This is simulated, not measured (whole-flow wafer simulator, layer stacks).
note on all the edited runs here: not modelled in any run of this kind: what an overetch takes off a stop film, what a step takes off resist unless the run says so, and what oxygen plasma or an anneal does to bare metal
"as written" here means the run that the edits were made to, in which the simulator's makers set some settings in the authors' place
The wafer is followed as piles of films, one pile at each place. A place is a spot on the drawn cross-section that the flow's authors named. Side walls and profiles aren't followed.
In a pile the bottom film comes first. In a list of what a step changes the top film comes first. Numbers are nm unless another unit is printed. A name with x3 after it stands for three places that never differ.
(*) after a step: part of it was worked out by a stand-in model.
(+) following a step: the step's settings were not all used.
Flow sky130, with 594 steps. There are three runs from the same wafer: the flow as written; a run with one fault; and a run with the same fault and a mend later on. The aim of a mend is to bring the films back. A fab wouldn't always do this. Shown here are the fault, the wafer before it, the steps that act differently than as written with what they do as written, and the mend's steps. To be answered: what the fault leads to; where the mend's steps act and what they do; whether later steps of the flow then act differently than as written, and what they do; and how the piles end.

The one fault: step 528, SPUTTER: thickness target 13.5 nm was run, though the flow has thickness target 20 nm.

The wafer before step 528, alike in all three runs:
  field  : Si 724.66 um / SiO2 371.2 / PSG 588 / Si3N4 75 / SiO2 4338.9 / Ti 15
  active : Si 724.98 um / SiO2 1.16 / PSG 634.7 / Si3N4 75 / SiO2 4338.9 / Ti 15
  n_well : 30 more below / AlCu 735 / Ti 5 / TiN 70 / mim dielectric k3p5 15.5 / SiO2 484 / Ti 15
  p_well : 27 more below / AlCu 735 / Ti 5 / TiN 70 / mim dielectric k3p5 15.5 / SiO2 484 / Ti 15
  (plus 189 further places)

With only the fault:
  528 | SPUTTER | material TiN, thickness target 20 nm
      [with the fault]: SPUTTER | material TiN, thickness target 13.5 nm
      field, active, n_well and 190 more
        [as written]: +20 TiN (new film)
        [with the fault]: +13.5 TiN (new film)
  Later steps of the flow acting differently than as written (not shown: 19 more steps that differ only slightly, by at most 2% or 0.5 nm, whichever is larger):
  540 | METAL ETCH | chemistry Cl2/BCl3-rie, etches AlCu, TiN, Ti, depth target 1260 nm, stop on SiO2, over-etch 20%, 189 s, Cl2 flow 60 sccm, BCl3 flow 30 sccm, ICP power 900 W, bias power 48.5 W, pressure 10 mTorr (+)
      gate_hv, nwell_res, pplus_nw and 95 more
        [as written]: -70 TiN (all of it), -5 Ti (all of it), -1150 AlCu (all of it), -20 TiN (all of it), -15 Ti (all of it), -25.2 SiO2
        [with the fault]: -70 TiN (all of it), -5 Ti (all of it), -1150 AlCu (all of it), -13.5 TiN (all of it), -15 Ti (all of it), -25.9 SiO2
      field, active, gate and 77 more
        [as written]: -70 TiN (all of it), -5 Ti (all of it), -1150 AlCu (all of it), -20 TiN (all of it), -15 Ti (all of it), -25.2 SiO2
        [with the fault]: -70 TiN (all of it), -5 Ti (all of it), -1150 AlCu (all of it), -13.5 TiN (all of it), -15 Ti (all of it), -25.8 SiO2
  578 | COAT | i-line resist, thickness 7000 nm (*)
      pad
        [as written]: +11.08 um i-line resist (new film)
        [with the fault]: +11.09 um i-line resist (new film)
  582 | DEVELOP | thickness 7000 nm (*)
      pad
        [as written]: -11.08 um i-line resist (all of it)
        [with the fault]: -11.09 um i-line resist (all of it)
  By the end, the piles at n_well, p_well, sd_n and 12 more depart from the flow's by more than 2% or 0.5 nm, whichever is larger.
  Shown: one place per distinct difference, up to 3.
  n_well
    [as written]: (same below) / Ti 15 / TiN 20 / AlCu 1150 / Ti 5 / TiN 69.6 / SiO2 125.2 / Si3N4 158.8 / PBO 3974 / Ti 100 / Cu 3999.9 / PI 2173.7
    [with the fault]: (same below) / Ti 15 / TiN 13.5 / AlCu 1150 / Ti 5 / TiN 69.6 / SiO2 125.2 / Si3N4 158.8 / PBO 3978.7 / Ti 100 / Cu 3999.9 / PI 2174.4
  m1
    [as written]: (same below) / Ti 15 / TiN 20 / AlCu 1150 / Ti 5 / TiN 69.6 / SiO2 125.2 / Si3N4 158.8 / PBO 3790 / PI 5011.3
    [with the fault]: (same below) / Ti 15 / TiN 13.5 / AlCu 1150 / Ti 5 / TiN 69.6 / SiO2 125.2 / Si3N4 158.8 / PBO 3795.4 / PI 5011.6
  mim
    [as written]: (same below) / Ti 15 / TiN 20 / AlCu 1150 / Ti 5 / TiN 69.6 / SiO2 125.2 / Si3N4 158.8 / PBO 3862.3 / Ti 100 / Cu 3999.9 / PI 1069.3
    [with the fault]: (same below) / Ti 15 / TiN 13.5 / AlCu 1150 / Ti 5 / TiN 69.6 / SiO2 125.2 / Si3N4 158.8 / PBO 3867.3 / Ti 100 / Cu 3999.9 / PI 1069.9

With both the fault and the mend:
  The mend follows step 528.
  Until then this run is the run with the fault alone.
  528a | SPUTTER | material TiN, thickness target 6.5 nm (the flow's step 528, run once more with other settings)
      field, active, n_well and 190 more
        +6.5 TiN
  Every later step of the flow that is run acts as written at every place that is followed.
  The piles end the same as the flow's at every place that both follow.
